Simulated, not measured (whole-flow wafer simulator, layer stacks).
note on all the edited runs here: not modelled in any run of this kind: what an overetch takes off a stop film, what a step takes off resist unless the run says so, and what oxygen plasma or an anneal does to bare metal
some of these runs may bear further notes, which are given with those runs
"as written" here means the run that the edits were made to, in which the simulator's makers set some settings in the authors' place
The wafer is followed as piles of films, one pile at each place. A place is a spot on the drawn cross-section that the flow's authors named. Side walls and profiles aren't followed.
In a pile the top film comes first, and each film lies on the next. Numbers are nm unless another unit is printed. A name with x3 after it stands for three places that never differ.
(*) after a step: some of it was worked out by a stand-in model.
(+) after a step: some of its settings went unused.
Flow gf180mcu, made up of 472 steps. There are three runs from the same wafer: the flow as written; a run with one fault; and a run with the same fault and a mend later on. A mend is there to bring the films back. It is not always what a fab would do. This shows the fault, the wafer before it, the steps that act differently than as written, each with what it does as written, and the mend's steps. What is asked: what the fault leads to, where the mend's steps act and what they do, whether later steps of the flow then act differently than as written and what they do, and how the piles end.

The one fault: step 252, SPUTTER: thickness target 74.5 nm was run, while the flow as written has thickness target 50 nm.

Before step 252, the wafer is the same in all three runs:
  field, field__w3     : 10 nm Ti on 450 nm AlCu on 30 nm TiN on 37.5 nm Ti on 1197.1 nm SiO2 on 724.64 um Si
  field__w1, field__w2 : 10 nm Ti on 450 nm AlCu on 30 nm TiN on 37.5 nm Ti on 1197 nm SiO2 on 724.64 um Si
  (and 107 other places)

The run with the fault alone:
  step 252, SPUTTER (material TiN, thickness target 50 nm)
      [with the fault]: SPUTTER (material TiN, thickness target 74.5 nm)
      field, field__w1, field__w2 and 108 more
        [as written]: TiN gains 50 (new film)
        [with the fault]: TiN gains 74.5 (new film)
  Steps later in the flow that act otherwise than as written (3 more steps, not shown, differ only slightly: by at most 2% or 0.5 nm, whichever is larger):
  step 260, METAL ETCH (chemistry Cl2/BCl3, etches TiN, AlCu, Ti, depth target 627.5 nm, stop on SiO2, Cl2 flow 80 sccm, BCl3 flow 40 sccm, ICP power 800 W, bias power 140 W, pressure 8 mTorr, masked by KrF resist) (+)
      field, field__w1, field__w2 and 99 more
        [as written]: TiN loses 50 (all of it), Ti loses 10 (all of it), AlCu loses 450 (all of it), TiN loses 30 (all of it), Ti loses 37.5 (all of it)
        [with the fault]: TiN loses 74.5 (all of it), Ti loses 10 (all of it), AlCu loses 450 (all of it), TiN loses 30 (all of it), Ti loses 37.5 (all of it)
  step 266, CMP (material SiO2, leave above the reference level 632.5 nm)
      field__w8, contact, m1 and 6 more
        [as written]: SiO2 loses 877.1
        [with the fault]: SiO2 loses 901.6
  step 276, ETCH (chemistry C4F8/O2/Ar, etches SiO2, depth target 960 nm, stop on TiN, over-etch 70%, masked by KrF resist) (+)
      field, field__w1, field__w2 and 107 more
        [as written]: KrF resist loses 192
        [with the fault]: KrF resist loses 186.3
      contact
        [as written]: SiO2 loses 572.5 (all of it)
        [with the fault]: SiO2 loses 548 (all of it)
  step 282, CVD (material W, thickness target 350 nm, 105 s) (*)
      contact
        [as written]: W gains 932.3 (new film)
        [with the fault]: W gains 907.6 (new film)
  By the end, the piles at field__w8, contact, m1 and 6 more depart from the flow's by more than 2% or 0.5 nm, whichever is larger.
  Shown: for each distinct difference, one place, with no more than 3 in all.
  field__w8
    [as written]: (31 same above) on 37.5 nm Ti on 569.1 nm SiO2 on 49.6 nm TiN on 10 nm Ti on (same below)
    [with the fault]: (31 same above) on 37.5 nm Ti on 544.6 nm SiO2 on 74.1 nm TiN on 10 nm Ti on (same below)
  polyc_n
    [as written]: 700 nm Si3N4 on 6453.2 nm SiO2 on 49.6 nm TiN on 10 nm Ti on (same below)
    [with the fault]: 700 nm Si3N4 on 6428.7 nm SiO2 on 74.1 nm TiN on 10 nm Ti on (same below)
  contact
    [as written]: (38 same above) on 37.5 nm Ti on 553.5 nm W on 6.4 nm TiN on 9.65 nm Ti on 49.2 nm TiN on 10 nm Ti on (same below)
    [with the fault]: (38 same above) on 37.5 nm Ti on 528.8 nm W on 6.5 nm TiN on 9.79 nm Ti on 73.7 nm TiN on 10 nm Ti on (same below)

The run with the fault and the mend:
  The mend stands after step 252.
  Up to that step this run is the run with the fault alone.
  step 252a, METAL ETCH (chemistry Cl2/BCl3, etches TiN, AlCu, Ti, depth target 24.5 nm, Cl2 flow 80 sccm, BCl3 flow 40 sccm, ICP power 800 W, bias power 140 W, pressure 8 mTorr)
      field, field__w1, field__w2 and 108 more
        TiN loses 24.5
  Later steps of the flow that are run all act as written at every place that is followed.
  The piles end the same as the flow's at every place that both follow.
